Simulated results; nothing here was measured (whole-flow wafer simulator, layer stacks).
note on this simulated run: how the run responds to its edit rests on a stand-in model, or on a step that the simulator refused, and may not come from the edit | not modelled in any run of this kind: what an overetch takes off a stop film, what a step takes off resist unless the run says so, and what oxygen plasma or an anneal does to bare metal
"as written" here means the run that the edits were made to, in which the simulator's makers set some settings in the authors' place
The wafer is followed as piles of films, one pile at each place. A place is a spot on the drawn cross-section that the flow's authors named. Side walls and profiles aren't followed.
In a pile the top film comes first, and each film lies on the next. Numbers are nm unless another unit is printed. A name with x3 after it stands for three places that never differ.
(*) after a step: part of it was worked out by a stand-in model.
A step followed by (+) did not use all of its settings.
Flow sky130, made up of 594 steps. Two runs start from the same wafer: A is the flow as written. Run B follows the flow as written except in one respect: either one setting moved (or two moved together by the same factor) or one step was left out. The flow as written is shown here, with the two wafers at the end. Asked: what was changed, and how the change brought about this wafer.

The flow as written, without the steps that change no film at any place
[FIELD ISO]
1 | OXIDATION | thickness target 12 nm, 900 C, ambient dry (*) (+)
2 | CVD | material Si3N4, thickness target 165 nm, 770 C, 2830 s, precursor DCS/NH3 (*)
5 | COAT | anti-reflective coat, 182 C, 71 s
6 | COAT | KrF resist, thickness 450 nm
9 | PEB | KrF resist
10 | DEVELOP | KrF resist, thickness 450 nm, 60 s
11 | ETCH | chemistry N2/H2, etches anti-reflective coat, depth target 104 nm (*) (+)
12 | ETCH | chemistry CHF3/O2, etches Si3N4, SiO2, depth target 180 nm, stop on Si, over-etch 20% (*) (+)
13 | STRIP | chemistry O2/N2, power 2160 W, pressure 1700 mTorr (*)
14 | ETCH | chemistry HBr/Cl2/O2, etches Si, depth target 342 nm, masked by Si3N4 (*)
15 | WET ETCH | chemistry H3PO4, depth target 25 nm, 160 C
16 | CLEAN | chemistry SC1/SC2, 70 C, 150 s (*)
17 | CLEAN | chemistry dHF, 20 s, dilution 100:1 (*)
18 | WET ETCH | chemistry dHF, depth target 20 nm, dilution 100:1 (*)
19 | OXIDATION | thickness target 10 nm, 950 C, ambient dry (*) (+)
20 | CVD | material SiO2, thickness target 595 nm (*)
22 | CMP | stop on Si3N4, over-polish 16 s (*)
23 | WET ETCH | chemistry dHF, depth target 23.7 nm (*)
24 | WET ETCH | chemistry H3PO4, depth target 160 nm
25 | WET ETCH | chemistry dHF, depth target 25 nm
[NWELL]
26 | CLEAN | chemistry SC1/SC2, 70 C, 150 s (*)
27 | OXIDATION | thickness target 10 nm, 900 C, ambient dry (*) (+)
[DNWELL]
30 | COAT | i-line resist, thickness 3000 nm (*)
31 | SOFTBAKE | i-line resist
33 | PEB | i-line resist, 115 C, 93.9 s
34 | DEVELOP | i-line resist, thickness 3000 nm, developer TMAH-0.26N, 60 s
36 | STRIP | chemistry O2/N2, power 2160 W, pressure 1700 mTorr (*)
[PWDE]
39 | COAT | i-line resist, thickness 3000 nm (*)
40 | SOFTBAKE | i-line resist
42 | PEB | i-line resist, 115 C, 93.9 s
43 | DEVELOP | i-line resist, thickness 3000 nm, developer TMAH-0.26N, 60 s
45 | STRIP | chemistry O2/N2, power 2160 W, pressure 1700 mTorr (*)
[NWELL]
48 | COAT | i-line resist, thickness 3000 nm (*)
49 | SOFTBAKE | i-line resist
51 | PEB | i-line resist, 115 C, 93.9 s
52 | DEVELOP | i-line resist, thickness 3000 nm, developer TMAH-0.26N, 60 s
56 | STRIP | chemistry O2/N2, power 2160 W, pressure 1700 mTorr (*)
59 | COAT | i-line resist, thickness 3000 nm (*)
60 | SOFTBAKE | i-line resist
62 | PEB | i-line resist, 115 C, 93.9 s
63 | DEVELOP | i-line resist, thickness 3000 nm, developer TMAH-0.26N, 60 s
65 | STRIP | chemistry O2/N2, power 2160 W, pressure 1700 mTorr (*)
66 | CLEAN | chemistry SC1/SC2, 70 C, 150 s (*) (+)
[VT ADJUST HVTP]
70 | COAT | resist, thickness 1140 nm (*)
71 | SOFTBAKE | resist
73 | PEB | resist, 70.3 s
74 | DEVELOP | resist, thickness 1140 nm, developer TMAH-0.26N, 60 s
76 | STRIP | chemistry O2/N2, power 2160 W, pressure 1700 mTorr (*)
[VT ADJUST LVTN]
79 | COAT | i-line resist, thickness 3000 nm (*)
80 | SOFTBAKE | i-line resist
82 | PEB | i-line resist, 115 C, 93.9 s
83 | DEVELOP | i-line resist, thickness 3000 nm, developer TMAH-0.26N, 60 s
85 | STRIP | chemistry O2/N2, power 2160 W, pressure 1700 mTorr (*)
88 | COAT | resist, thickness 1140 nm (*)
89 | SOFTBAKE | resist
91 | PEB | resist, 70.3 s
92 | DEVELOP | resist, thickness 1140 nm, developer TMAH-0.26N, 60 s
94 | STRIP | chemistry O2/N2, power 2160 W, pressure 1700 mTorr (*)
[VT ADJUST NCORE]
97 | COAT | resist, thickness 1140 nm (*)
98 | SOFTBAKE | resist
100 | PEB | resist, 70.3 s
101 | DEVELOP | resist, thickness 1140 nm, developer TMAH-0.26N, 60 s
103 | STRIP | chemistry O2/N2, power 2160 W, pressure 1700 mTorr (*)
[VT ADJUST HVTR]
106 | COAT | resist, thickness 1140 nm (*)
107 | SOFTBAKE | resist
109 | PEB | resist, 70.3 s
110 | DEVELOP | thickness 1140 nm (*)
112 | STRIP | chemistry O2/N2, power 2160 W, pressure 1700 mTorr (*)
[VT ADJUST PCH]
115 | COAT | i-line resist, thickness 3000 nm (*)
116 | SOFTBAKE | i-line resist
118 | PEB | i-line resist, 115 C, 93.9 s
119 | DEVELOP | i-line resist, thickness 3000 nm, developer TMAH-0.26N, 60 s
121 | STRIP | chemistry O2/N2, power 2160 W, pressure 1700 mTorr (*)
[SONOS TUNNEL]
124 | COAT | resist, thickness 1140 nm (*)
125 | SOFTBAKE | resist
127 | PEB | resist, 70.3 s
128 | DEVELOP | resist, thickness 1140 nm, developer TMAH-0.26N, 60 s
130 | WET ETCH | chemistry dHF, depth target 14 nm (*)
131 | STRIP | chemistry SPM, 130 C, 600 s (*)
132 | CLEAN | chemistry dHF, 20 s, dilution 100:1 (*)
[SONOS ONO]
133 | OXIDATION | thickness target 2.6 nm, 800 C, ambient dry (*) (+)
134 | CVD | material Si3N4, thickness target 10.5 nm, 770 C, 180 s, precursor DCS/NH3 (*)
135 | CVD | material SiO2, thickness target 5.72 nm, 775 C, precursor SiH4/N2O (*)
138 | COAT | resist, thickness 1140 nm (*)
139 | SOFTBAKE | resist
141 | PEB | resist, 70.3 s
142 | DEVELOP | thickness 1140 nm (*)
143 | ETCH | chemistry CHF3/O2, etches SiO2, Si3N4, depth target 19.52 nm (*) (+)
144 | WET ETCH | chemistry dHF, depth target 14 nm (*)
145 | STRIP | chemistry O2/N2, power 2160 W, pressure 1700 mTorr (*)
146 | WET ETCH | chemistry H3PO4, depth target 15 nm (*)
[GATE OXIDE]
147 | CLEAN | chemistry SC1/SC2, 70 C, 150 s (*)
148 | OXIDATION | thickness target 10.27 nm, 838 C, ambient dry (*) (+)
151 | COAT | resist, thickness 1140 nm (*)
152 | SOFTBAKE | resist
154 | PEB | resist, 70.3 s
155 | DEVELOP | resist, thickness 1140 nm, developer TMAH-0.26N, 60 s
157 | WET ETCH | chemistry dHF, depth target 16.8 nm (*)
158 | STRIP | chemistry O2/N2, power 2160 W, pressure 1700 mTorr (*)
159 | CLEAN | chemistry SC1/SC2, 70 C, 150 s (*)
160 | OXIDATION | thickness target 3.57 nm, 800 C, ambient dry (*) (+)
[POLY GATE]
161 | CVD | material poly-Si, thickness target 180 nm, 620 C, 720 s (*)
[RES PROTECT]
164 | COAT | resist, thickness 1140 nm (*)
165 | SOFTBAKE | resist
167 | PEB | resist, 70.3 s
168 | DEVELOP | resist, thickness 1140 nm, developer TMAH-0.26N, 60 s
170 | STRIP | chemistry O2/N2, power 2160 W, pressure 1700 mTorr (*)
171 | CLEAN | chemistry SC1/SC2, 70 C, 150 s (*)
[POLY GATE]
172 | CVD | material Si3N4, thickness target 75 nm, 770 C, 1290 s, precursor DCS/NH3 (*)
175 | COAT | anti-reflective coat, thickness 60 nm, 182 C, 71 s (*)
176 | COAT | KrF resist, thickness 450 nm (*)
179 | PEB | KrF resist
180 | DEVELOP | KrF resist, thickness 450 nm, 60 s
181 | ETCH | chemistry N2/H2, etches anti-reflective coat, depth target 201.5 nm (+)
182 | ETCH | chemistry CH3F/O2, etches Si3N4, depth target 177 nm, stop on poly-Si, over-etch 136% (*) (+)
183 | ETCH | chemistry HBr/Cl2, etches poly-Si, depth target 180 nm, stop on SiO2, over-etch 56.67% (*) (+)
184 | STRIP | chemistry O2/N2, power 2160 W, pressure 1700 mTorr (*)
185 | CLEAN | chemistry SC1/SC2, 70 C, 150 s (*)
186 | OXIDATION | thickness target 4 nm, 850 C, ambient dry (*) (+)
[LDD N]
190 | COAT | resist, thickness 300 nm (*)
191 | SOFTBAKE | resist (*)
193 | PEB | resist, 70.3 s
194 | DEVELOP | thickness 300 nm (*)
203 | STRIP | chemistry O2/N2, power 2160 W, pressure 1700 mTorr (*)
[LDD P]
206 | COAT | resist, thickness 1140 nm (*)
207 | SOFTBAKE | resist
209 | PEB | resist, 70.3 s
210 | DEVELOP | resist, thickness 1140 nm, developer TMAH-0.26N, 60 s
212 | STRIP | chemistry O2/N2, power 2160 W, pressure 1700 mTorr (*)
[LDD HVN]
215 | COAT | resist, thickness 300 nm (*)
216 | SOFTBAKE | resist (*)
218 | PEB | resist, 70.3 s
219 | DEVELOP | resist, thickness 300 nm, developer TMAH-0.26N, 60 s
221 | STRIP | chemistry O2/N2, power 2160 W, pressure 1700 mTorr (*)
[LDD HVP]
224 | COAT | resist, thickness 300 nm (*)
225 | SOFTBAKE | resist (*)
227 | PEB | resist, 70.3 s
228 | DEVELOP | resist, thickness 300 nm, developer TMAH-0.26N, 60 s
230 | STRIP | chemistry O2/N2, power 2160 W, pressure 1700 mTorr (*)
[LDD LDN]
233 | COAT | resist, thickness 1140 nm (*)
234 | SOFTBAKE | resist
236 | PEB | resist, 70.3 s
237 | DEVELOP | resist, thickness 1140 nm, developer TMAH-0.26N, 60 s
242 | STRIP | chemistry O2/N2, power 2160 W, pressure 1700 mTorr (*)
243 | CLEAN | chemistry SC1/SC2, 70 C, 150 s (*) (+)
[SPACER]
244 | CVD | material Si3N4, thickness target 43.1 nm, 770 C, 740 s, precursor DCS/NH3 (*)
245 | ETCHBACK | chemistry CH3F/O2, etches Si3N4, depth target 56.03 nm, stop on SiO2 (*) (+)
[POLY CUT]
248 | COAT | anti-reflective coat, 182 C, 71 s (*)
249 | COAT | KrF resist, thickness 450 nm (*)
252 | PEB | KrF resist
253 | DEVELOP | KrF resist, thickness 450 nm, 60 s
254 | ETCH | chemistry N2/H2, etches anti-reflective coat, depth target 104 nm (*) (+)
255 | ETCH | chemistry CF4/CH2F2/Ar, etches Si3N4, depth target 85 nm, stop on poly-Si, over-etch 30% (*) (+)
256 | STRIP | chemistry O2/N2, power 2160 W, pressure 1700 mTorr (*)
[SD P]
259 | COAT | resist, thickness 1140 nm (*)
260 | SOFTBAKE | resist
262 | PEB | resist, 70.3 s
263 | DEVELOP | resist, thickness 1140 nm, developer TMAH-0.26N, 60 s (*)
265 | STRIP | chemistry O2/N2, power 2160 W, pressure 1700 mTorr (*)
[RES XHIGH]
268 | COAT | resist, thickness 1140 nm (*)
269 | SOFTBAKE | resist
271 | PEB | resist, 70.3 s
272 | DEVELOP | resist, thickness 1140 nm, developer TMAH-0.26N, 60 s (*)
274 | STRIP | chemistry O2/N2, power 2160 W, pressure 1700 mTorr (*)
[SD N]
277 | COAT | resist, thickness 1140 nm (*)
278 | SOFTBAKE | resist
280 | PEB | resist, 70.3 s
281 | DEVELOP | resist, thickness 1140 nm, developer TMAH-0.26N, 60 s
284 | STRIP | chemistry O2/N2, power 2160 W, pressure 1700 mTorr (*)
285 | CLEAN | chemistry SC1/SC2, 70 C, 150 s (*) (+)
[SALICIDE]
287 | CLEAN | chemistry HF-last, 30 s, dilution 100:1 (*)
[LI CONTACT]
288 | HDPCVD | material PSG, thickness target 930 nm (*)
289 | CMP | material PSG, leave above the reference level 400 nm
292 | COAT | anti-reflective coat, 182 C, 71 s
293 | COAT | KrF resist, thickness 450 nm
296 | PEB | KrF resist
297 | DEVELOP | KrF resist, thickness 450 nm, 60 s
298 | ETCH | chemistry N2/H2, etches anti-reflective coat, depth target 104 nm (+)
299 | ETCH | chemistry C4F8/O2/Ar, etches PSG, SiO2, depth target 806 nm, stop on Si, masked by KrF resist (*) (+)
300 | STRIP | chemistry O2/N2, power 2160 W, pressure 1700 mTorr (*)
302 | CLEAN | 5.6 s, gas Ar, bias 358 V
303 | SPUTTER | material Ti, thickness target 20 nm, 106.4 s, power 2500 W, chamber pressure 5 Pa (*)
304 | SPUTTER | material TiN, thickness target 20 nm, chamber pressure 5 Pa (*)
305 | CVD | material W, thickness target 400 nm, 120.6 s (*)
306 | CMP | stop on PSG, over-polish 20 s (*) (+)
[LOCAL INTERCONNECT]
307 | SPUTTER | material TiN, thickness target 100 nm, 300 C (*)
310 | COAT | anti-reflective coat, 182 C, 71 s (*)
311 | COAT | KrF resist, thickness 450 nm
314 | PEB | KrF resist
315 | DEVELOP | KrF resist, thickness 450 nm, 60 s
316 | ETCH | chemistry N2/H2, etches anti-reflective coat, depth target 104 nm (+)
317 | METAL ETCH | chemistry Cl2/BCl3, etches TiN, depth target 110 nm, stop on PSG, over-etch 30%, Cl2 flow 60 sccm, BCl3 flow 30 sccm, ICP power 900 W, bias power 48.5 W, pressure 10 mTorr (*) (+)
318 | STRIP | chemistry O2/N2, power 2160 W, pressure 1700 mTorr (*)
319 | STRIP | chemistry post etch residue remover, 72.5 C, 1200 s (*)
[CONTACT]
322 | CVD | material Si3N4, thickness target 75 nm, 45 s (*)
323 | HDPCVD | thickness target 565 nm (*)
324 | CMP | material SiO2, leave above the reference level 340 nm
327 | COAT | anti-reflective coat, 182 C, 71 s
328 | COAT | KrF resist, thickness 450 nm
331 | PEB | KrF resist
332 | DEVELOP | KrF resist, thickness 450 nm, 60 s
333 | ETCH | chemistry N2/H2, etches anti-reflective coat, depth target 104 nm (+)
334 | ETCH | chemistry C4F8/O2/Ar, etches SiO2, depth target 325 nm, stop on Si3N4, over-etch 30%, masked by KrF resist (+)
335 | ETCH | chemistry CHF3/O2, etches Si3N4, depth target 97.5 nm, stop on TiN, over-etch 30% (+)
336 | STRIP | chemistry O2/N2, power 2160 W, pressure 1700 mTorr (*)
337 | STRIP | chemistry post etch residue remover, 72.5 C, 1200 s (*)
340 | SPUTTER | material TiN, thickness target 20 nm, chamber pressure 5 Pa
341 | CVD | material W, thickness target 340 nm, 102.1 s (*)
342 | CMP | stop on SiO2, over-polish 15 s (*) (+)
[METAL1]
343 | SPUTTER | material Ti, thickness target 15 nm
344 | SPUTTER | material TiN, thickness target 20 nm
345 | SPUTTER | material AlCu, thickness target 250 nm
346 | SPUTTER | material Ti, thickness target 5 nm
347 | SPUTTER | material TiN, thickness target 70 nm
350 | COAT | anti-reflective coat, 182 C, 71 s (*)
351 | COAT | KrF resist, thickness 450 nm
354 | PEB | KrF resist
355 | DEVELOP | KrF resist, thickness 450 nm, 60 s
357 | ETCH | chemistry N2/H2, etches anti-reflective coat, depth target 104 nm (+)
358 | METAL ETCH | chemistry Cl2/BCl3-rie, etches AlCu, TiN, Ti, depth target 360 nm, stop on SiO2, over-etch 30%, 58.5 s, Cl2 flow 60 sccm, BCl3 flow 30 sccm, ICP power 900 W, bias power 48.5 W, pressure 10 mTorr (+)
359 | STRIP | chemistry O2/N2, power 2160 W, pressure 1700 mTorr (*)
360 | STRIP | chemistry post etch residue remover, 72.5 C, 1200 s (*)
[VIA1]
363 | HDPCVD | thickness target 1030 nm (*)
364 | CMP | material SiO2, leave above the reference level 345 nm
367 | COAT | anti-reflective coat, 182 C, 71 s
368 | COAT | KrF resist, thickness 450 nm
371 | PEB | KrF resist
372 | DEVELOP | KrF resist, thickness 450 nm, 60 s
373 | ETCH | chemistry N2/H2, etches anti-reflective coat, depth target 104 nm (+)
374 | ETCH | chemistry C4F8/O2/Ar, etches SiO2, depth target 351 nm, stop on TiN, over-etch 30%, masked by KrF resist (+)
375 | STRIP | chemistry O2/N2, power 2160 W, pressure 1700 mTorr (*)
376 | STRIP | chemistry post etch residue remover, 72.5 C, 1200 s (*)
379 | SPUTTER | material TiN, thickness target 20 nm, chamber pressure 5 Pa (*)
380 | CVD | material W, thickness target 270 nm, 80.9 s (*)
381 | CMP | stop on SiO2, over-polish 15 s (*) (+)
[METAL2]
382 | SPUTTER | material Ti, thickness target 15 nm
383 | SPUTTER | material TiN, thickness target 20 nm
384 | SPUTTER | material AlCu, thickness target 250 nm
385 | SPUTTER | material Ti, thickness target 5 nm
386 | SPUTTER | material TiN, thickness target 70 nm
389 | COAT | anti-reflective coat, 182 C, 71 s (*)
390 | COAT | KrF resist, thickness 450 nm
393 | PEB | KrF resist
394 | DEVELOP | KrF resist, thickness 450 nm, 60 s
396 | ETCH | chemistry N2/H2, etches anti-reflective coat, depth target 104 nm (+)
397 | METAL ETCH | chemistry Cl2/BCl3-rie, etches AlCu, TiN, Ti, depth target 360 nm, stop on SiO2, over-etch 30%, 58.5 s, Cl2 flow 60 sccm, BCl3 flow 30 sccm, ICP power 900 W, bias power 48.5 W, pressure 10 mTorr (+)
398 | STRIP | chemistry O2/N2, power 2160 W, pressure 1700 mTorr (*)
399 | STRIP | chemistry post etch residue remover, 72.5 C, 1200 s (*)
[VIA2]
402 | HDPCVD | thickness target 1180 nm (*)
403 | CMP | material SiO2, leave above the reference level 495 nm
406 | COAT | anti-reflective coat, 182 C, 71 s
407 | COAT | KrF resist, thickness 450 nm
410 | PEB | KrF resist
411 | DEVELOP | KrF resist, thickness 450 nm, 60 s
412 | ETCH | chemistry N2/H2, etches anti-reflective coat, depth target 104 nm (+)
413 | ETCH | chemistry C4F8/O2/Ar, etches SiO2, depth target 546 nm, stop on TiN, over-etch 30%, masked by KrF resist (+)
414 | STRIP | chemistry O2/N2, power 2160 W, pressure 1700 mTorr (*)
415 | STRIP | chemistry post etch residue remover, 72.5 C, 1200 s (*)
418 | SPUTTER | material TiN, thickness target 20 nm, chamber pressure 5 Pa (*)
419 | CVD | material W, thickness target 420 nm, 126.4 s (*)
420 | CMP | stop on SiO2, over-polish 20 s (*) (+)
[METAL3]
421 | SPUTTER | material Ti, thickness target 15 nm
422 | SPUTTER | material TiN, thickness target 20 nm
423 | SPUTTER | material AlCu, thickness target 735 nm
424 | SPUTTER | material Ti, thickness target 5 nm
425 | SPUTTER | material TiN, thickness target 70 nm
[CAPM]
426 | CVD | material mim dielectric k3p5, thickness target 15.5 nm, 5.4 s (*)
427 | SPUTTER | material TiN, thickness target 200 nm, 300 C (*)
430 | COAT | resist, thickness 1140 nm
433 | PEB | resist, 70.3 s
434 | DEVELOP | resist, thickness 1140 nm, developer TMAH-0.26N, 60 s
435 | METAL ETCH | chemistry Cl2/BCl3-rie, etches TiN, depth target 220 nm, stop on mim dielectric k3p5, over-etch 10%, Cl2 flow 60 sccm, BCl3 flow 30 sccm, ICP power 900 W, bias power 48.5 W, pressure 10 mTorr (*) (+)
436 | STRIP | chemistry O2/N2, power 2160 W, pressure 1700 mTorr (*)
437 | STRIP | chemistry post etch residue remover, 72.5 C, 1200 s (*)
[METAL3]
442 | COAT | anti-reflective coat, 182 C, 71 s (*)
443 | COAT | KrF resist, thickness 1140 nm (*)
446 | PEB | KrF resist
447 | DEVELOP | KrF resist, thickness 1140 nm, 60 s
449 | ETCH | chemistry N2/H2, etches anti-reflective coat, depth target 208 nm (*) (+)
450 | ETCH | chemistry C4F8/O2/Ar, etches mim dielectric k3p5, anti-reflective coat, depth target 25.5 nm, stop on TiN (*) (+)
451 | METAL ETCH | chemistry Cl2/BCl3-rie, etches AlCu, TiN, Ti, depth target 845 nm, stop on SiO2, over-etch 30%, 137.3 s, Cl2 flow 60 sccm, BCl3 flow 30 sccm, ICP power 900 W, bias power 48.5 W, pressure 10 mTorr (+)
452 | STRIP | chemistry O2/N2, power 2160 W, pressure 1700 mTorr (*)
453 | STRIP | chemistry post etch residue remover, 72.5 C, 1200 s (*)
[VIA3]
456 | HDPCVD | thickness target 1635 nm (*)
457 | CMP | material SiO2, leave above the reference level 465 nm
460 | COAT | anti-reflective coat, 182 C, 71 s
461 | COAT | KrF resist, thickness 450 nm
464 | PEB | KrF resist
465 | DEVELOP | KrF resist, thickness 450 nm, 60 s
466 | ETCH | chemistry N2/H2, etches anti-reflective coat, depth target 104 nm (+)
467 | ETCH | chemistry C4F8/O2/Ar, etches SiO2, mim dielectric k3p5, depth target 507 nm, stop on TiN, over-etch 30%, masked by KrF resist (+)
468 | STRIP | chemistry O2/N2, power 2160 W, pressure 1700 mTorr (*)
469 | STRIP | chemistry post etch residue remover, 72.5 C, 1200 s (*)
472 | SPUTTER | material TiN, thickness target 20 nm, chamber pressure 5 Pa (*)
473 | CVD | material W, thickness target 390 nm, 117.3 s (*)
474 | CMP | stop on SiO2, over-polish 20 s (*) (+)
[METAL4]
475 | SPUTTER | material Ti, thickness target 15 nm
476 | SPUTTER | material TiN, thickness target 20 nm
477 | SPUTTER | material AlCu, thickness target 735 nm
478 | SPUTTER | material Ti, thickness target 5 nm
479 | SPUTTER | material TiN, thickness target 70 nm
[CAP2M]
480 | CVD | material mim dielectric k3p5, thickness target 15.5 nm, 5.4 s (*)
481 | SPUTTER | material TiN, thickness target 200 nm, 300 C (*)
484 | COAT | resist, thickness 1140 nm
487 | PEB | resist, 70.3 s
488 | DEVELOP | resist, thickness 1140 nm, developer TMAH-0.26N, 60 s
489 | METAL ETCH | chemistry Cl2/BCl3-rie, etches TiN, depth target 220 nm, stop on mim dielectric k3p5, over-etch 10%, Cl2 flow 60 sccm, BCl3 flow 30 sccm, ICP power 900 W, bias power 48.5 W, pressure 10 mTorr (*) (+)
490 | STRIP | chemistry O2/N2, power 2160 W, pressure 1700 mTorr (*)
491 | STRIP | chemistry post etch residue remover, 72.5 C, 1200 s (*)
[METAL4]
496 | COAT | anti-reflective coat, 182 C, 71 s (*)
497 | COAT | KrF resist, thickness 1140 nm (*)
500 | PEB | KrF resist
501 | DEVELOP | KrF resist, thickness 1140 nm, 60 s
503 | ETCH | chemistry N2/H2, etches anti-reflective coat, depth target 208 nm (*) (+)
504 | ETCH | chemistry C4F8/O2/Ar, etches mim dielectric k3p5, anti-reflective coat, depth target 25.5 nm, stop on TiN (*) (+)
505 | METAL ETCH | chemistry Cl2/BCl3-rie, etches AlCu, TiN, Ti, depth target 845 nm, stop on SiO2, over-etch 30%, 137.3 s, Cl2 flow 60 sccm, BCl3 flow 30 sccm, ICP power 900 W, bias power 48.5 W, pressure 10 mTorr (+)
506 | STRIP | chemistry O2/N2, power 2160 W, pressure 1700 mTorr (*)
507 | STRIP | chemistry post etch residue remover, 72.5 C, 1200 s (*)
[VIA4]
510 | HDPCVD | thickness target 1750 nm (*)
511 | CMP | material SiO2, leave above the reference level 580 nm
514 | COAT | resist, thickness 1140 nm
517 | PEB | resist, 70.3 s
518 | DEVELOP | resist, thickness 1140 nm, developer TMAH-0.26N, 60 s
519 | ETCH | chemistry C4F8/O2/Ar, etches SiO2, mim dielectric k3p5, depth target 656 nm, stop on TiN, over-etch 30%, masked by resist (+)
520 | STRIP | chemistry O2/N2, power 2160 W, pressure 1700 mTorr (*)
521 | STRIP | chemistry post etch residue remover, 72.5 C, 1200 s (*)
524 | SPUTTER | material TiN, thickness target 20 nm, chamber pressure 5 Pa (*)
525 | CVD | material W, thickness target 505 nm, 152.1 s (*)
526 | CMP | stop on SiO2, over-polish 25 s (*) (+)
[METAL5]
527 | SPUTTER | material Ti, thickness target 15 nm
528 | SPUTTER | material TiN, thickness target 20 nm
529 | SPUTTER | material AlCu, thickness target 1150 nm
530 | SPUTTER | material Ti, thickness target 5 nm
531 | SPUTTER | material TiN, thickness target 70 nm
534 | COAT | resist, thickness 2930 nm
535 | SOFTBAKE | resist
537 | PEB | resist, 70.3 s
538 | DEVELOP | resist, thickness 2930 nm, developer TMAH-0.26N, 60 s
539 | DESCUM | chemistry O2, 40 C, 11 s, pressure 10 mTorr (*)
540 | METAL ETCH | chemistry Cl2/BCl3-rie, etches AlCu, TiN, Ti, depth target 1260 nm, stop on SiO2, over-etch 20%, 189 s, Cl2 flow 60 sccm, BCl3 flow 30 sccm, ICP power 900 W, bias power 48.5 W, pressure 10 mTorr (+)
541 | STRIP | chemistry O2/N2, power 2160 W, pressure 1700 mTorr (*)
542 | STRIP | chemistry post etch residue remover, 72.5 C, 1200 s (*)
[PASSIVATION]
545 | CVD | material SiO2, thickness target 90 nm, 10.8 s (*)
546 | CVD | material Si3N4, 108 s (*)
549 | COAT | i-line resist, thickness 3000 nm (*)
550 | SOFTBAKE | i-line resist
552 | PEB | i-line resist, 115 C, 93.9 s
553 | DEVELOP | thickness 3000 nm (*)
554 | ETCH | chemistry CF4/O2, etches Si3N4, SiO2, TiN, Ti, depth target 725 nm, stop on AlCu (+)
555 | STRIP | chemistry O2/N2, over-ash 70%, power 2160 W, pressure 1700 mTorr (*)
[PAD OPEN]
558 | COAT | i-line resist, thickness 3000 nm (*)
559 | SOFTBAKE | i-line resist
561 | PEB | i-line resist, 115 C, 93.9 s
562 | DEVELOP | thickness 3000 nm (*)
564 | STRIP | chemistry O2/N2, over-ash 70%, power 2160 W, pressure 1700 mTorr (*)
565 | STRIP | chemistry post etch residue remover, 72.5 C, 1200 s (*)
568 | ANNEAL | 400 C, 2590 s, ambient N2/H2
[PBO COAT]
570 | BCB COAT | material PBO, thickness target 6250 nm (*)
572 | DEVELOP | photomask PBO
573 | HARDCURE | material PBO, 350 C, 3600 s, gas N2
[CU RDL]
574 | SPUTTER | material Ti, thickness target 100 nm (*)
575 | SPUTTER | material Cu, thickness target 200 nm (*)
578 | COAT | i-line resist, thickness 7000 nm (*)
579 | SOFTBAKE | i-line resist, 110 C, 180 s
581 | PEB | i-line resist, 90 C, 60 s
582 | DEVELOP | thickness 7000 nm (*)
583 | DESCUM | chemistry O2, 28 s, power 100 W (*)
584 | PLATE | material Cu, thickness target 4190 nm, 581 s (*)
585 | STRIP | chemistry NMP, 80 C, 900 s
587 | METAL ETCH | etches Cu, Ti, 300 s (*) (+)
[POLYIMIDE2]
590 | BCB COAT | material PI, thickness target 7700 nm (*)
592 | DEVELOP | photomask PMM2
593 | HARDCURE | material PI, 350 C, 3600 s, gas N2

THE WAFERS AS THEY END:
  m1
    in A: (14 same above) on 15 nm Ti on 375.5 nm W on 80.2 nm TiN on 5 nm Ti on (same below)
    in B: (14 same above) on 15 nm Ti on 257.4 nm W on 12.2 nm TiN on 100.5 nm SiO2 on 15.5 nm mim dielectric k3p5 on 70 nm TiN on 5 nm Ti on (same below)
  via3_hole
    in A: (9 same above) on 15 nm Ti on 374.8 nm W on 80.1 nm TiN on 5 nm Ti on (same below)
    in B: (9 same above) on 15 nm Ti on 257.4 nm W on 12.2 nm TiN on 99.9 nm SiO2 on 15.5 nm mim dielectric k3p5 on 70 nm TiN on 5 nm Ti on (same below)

What caused this: step 467, ETCH: depth target 274 nm was run, though the flow has depth target 507 nm.

The path from the change to this, step by step:
  467 | ETCH | chemistry C4F8/O2/Ar, etches SiO2, mim dielectric k3p5, depth target 507 nm, stop on TiN, over-etch 30%, masked by KrF resist (+)
      m1: A -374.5 SiO2 (all of it), -15.5 mim dielectric k3p5 (all of it) | B -274 SiO2
      via3_hole: A -373.9 SiO2 (all of it), -15.5 mim dielectric k3p5 (all of it) | B -274 SiO2
      (as well as at 190 more places)
  468 | STRIP | chemistry O2/N2, power 2160 W, pressure 1700 mTorr (*)
      field, active, n_well and 187 more: A -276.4 KrF resist (all of it), -80 anti-reflective coat (all of it) | B -323 KrF resist (all of it), -80 anti-reflective coat (all of it)
  472 | SPUTTER | material TiN, thickness target 20 nm, chamber pressure 5 Pa (*)
      m1, via3_hole: A +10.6 TiN | B +12.2 TiN (new film)
  473 | CVD | material W, thickness target 390 nm, 117.3 s (*)
      m1: A +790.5 W (new film) | B +672.4 W (new film)
      via3_hole: A +789.9 W (new film) | B +672.4 W (new film)
Taking metal films that touch as one body, m1 has 3 bodies (between them, from the top down: SiO2 100.5 / mim dielectric k3p5 15.5; SiO2 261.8 / Si3N4 75); the flow as written gives 2 bodies (between them, from the top down: SiO2 261.8 / Si3N4 75).
Taking metal films that touch as one body, via3_hole has 2 bodies (between them, from the top down: SiO2 99.9 / mim dielectric k3p5 15.5); the flow as written gives 1 body.
